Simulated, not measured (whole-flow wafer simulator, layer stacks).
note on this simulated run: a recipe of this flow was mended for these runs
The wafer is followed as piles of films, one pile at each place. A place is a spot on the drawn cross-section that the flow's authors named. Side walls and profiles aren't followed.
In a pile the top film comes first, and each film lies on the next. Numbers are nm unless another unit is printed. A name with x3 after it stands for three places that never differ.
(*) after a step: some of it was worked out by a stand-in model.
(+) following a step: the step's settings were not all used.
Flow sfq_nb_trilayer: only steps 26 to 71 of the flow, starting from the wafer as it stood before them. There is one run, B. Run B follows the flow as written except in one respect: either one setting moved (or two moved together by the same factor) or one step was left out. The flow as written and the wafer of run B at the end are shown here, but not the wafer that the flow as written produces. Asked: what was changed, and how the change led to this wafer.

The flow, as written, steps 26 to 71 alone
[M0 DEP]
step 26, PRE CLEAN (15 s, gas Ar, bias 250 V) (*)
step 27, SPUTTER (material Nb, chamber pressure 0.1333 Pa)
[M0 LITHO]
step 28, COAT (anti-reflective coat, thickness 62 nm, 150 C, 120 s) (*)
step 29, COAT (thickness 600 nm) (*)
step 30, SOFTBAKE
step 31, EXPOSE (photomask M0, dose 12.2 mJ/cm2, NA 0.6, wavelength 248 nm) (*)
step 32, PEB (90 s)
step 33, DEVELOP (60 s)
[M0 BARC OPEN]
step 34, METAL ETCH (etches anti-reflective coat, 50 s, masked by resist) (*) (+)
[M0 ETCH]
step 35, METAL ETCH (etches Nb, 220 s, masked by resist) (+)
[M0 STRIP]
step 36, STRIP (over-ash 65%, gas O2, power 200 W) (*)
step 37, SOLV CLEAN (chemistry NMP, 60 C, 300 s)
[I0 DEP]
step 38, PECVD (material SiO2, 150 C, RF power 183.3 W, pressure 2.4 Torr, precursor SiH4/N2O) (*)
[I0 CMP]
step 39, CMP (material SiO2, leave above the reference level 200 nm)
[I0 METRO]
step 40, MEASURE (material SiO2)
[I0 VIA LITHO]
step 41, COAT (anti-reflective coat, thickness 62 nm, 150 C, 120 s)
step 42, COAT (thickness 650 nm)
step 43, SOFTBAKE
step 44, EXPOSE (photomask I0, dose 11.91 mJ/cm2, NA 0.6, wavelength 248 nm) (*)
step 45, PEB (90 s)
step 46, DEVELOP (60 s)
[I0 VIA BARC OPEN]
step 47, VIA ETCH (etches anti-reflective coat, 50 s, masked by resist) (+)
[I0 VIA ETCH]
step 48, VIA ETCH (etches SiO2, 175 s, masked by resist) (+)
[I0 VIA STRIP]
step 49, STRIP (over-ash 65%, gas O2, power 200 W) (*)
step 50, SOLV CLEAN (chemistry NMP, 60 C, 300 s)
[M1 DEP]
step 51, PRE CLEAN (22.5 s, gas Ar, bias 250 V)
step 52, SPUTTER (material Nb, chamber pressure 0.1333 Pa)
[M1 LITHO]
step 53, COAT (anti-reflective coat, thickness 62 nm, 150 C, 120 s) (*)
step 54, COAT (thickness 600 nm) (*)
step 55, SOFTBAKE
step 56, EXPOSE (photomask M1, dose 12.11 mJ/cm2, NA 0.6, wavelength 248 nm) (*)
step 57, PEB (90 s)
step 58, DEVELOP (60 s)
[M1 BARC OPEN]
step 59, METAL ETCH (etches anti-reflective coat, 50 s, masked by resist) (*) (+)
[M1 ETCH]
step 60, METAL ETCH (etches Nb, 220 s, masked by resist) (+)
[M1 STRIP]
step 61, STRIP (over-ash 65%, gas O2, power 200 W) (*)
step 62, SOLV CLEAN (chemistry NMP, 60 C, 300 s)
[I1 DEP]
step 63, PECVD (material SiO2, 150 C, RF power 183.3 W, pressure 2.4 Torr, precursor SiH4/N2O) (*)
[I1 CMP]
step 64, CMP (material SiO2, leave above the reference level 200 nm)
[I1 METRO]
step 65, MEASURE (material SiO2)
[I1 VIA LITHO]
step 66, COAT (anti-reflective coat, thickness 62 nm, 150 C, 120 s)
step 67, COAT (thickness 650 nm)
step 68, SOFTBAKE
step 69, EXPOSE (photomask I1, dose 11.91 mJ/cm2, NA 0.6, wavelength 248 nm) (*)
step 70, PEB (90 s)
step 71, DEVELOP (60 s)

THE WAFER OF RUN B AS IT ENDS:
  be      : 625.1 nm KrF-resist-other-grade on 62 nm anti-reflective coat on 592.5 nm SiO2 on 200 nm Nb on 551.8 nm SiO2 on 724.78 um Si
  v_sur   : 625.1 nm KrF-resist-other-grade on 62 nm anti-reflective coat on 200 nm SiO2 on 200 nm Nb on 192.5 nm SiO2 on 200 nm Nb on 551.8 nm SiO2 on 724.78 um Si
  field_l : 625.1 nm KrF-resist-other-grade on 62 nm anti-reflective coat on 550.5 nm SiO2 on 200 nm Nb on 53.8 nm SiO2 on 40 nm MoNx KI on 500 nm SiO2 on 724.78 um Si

Cause: step 26, PRE CLEAN: bias 340 V was run, whereas the flow has bias 250 V.

How this came from the change, step by step:
  step 26, PRE CLEAN (15 s, gas Ar, bias 250 V) (*)
      field_l, v_sur, via_wl and 102 more: SiO2 loses 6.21 (it would be, as written: SiO2 loses 5)
      l0v: MoNx KI loses 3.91 (it would be, as written: MoNx KI loses 2.91)
